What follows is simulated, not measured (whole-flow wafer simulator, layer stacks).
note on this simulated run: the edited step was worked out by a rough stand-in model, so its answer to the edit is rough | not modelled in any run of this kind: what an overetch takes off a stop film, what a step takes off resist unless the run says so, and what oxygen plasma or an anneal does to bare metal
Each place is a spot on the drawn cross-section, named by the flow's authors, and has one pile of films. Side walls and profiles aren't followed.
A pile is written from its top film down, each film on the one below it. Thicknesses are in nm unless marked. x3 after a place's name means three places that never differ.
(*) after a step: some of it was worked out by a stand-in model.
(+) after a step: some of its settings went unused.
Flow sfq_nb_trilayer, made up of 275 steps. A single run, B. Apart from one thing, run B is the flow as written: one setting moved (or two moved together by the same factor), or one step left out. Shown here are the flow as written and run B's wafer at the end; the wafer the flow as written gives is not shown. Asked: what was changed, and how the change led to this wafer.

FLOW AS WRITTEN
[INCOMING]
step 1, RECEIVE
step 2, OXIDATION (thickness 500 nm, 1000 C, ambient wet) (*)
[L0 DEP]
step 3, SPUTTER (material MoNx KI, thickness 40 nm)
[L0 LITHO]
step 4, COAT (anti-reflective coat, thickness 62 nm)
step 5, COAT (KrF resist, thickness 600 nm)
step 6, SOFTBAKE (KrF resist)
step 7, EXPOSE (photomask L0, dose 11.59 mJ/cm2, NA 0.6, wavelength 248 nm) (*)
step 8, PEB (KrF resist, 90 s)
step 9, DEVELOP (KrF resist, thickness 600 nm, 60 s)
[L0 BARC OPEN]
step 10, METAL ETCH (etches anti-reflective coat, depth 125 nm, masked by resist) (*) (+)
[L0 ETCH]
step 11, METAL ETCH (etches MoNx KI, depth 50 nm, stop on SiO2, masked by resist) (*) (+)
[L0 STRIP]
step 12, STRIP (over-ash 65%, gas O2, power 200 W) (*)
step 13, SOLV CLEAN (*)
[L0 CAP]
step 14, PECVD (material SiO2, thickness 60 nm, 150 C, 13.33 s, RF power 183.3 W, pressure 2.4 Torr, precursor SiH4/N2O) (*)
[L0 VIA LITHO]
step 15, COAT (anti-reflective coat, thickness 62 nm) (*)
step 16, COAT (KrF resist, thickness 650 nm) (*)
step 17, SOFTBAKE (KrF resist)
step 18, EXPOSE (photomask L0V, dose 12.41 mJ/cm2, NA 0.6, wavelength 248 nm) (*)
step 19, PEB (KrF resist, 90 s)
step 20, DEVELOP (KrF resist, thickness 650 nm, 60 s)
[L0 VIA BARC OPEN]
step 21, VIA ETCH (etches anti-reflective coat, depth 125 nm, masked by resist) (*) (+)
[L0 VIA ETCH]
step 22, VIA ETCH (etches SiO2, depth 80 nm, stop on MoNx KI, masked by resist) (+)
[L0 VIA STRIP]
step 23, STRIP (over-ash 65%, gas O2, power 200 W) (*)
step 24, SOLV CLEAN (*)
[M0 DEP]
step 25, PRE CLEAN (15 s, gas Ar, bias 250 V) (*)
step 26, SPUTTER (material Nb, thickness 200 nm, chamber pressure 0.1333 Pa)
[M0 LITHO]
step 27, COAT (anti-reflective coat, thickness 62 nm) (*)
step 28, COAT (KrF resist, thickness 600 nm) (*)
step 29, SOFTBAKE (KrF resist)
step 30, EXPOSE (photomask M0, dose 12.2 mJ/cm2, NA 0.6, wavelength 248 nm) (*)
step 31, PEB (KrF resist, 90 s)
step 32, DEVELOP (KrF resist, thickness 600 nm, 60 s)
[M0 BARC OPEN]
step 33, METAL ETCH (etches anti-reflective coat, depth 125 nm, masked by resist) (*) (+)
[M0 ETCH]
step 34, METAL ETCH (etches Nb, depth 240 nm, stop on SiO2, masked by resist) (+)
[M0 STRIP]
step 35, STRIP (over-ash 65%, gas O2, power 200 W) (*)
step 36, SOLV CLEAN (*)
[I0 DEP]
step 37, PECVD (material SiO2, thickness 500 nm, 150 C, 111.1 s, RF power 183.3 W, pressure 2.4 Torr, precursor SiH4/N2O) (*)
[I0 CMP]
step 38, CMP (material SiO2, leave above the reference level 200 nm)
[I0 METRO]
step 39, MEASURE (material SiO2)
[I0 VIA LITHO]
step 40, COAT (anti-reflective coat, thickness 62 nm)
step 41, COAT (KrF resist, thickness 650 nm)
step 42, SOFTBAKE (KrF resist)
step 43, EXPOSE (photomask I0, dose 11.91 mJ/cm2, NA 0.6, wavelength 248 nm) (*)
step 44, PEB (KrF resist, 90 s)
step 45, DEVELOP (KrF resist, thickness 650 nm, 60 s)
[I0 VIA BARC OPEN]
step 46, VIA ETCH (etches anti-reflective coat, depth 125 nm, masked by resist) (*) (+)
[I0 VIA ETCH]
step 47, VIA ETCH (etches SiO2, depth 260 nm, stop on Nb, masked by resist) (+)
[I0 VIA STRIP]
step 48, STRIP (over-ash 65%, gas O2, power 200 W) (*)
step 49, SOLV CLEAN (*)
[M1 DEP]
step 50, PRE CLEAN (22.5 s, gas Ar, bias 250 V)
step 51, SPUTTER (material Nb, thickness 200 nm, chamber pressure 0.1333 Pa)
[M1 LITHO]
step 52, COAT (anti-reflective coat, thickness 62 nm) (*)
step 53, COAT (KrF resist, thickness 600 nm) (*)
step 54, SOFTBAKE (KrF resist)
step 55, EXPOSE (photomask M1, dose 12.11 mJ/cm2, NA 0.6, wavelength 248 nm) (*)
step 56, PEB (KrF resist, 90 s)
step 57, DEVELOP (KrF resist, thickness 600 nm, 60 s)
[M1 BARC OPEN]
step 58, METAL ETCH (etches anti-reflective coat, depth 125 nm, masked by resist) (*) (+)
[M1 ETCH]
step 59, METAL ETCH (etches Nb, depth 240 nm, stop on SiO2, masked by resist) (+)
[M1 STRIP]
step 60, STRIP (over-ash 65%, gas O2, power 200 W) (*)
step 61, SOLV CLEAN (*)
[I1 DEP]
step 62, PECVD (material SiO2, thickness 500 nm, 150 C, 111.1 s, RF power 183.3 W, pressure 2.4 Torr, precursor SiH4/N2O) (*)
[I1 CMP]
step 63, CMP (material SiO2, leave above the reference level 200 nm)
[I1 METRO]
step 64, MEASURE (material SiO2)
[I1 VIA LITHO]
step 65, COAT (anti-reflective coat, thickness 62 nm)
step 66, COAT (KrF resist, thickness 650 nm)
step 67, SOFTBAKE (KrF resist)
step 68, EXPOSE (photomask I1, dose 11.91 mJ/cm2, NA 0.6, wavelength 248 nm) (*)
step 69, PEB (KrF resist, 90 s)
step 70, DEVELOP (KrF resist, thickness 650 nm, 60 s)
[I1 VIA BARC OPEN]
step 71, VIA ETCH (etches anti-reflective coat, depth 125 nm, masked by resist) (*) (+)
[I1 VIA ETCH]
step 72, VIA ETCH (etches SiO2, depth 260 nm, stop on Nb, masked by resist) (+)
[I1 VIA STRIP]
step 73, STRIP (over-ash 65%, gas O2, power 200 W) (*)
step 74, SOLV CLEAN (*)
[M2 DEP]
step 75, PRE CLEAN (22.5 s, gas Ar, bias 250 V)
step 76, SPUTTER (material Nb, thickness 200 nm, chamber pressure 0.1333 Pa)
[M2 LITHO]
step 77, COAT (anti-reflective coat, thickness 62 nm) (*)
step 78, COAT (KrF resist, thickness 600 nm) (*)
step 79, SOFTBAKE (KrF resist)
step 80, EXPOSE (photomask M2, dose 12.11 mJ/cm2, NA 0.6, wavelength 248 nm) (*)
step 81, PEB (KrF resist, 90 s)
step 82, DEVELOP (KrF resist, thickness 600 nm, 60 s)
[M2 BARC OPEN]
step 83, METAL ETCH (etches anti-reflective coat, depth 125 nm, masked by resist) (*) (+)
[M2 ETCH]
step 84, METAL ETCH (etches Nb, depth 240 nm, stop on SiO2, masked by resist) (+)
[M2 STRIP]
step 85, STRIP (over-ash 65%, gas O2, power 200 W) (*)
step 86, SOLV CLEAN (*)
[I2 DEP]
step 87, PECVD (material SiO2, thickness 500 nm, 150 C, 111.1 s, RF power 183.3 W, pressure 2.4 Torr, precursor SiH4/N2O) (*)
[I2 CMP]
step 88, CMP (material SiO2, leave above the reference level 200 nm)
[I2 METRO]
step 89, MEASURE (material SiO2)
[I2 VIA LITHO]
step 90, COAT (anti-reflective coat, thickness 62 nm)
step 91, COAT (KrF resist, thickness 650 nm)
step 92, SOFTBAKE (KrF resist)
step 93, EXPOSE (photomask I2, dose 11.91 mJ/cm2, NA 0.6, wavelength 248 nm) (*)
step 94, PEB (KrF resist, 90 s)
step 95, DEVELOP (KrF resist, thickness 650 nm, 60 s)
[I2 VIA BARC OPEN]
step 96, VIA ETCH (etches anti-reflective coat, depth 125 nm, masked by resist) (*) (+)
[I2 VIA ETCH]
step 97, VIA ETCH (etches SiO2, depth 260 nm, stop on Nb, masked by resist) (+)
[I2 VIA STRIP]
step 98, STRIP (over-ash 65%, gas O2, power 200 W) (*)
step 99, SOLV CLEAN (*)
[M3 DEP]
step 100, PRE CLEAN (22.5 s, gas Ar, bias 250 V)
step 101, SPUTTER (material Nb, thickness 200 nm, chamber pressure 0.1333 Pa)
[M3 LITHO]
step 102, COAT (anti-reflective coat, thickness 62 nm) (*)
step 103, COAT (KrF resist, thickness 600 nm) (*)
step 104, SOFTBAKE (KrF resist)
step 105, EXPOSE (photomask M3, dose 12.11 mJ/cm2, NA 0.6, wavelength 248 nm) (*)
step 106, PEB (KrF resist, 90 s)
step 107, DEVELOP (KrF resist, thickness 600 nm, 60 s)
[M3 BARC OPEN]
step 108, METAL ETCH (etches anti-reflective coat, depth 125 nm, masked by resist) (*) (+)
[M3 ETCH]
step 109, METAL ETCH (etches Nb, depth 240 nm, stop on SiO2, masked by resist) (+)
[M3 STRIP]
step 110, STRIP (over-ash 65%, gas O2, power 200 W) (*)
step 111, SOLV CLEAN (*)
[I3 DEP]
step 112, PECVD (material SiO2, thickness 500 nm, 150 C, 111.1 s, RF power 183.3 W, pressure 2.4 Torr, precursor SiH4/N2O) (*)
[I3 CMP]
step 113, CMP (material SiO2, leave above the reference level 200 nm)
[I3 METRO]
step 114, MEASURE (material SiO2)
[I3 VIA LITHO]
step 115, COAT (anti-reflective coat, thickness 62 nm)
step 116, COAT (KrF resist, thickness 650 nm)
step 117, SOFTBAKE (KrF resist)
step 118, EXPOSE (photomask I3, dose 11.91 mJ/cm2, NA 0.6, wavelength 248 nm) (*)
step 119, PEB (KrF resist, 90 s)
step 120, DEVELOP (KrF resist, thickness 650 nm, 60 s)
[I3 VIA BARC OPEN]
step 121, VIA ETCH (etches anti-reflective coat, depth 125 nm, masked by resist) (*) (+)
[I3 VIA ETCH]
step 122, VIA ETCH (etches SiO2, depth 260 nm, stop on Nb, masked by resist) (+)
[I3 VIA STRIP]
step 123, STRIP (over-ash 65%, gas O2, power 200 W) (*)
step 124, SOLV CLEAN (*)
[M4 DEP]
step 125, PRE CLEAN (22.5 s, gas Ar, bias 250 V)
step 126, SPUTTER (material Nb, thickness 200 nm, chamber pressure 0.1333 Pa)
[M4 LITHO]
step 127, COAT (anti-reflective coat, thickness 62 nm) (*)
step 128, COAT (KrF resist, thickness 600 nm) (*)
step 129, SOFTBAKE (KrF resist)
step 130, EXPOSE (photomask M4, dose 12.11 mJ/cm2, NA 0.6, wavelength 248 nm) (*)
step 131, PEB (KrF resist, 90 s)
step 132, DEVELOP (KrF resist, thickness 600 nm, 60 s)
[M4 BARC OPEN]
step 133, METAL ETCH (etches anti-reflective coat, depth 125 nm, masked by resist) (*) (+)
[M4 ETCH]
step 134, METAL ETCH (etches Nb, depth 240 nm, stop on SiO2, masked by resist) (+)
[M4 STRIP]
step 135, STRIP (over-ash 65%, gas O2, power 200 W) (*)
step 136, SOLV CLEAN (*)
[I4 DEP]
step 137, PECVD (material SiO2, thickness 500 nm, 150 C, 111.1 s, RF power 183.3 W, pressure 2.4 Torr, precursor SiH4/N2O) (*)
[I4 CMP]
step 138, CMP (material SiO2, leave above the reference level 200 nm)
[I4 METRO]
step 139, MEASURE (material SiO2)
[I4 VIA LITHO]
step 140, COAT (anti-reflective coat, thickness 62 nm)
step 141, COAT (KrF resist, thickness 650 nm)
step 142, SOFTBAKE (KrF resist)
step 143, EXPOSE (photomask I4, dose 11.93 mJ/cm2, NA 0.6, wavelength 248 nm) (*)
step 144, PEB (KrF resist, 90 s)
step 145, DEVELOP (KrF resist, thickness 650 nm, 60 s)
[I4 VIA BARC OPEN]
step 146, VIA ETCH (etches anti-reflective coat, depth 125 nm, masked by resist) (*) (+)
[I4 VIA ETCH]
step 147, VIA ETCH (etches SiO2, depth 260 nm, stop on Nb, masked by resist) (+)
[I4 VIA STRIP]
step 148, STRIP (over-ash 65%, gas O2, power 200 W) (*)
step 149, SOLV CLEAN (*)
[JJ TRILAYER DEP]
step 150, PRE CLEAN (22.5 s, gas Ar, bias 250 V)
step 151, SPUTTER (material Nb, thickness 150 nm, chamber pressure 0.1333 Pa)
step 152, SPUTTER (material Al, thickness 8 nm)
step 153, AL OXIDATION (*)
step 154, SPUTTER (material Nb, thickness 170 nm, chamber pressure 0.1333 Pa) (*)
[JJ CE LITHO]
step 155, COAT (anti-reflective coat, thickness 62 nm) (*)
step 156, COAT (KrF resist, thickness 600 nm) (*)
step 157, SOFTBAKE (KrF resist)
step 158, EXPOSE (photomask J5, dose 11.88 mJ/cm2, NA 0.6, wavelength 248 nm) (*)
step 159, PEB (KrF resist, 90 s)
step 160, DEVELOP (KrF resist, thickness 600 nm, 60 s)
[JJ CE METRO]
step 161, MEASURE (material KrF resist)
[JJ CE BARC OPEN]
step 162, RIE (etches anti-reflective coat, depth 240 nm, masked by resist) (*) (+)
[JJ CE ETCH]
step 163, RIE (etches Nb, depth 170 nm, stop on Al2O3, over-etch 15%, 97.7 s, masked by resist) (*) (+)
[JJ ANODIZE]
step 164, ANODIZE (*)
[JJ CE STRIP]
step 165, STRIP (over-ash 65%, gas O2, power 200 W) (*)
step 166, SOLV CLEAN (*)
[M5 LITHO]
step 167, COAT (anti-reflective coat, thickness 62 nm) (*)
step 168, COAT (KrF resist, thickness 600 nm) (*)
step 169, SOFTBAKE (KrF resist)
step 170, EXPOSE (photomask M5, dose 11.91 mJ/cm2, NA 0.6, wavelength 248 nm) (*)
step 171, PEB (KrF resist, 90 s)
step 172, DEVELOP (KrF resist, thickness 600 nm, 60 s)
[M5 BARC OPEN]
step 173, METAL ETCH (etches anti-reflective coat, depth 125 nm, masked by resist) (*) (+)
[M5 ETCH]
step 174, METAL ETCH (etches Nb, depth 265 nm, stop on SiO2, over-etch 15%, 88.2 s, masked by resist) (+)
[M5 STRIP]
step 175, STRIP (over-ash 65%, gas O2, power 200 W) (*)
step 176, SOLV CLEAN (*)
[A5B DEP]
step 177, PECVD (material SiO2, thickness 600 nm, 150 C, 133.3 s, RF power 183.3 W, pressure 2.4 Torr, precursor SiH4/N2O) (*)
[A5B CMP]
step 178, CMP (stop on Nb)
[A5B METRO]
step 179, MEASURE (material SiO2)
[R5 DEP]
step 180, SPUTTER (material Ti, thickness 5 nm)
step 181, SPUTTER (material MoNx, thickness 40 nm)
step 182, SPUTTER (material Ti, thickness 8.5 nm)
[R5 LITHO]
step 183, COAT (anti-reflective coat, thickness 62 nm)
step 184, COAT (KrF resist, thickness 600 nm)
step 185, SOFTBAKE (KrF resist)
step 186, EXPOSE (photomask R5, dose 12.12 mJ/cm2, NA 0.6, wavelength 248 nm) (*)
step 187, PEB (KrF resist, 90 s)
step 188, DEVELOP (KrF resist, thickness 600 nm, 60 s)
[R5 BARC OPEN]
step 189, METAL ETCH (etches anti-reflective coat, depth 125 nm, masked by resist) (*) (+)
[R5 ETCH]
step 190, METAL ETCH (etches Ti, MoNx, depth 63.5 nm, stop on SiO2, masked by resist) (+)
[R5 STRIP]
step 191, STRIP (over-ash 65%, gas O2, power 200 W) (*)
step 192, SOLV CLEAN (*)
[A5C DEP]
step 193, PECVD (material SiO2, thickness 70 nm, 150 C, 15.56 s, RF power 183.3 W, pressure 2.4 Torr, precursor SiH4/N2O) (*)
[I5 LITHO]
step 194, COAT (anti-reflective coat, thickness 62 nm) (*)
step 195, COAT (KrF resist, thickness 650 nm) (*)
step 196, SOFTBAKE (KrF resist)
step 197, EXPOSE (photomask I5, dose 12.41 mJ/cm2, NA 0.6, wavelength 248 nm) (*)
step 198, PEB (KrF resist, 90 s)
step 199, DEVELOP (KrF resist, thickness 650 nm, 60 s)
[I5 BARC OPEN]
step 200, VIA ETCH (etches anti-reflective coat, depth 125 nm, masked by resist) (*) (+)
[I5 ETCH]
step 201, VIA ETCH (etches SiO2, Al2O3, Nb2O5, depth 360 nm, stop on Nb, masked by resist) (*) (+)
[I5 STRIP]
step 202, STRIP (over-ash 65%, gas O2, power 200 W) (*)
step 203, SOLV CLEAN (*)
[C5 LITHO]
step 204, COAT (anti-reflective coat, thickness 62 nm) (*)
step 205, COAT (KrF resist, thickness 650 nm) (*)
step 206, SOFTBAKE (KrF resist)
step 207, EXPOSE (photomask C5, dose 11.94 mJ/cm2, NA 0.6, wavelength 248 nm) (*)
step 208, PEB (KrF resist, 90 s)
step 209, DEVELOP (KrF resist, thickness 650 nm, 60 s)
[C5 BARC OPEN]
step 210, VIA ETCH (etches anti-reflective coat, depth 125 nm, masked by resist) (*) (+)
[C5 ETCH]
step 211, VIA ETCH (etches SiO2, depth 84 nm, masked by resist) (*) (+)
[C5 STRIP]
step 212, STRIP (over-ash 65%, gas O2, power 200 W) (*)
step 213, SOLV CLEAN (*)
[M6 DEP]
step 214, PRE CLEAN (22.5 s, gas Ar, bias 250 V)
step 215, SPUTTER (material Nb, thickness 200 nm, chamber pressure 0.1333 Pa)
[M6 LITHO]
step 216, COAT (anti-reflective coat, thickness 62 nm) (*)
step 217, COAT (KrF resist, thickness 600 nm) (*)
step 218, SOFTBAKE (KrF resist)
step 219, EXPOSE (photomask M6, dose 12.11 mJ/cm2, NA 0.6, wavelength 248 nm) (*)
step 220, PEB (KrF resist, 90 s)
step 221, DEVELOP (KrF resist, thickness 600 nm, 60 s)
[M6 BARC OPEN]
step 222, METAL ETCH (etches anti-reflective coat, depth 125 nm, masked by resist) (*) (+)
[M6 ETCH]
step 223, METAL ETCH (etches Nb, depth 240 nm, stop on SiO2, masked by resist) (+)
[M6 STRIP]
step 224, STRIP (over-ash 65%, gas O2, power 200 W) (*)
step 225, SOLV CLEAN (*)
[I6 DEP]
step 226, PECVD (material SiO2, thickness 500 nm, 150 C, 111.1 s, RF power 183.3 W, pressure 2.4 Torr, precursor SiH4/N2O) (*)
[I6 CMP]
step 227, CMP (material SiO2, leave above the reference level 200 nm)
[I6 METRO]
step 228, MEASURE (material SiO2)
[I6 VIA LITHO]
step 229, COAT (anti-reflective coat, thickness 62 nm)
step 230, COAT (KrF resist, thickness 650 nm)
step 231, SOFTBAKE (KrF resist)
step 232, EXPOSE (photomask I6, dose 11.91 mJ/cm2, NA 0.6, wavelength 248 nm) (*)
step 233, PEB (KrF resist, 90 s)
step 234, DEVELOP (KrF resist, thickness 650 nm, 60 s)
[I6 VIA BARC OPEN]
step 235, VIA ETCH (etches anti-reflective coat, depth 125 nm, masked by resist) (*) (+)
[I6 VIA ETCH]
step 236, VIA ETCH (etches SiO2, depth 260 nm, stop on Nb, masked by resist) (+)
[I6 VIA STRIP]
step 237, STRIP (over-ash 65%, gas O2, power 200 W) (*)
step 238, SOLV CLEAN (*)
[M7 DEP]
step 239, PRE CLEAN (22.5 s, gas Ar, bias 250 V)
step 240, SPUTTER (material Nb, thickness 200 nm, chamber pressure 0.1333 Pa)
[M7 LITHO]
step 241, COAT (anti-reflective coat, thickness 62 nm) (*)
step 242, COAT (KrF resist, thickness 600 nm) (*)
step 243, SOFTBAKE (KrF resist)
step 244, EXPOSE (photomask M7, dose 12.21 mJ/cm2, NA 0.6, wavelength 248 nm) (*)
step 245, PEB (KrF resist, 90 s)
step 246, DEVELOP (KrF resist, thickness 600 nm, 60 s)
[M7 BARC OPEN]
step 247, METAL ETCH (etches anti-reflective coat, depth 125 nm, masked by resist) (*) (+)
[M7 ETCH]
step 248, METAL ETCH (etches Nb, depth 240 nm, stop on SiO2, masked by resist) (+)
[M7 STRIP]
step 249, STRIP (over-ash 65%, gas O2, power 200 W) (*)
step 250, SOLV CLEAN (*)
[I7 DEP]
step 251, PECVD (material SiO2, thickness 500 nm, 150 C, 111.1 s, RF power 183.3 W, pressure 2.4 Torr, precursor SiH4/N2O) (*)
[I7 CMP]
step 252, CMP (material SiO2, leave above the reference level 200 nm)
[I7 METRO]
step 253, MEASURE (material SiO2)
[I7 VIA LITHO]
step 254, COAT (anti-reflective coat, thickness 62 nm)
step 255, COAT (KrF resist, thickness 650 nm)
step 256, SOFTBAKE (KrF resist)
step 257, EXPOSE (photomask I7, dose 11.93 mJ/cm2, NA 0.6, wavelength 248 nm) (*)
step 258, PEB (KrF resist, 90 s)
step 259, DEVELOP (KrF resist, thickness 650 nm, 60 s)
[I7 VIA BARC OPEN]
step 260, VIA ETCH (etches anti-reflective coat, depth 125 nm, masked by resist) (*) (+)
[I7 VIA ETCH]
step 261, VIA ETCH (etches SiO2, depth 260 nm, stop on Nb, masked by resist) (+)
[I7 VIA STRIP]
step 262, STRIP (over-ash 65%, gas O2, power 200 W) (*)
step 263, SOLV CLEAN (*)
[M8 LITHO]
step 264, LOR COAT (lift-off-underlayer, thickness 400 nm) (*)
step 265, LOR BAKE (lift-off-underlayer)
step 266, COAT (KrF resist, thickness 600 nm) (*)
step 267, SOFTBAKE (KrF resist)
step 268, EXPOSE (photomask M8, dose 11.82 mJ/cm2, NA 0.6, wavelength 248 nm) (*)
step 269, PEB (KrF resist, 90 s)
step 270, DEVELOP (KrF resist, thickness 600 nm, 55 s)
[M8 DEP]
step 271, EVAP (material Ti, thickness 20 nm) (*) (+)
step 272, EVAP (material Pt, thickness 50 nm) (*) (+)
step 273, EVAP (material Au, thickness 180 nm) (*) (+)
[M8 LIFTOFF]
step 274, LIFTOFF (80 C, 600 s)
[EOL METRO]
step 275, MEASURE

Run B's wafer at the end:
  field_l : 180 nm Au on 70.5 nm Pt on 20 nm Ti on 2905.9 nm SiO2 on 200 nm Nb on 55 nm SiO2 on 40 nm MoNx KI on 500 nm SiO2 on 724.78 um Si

The reason: step 272, EVAP: thickness 70.5 nm was run, while the flow as written has thickness 50 nm.
One can read it off the wafer: field_l has Pt 70.5, and step 272 as written asks for 50 nm.

How this came from the change, step by step:
  step 272, EVAP (material Pt, thickness 50 nm) (*) (+)
      field_l, v_sur, via_wl and 103 more: Pt gains 70.5 (new film) (as written it would have been: Pt gains 50 (new film))
  step 274, LIFTOFF (80 C, 600 s)
      p4_fl, p4_fm, p4_w1 and 71 more: Au loses 180 (all of it), Pt loses 70.5 (all of it), Ti loses 20 (all of it), KrF resist loses 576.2 (all of it), lift-off-underlayer loses 400 (all of it) (as written it would have been: Au loses 180 (all of it), Pt loses 50 (all of it), Ti loses 20 (all of it), KrF resist loses 576.2 (all of it), lift-off-underlayer loses 400 (all of it))
      c5j, ce_r: Au loses 180 (all of it), Pt loses 70.5 (all of it), Ti loses 20 (all of it), KrF resist loses 573.3 (all of it), lift-off-underlayer loses 399.3 (all of it) (as written it would have been: Au loses 180 (all of it), Pt loses 50 (all of it), Ti loses 20 (all of it), KrF resist loses 573.3 (all of it), lift-off-underlayer loses 399.3 (all of it))
      (also at 19 further places)
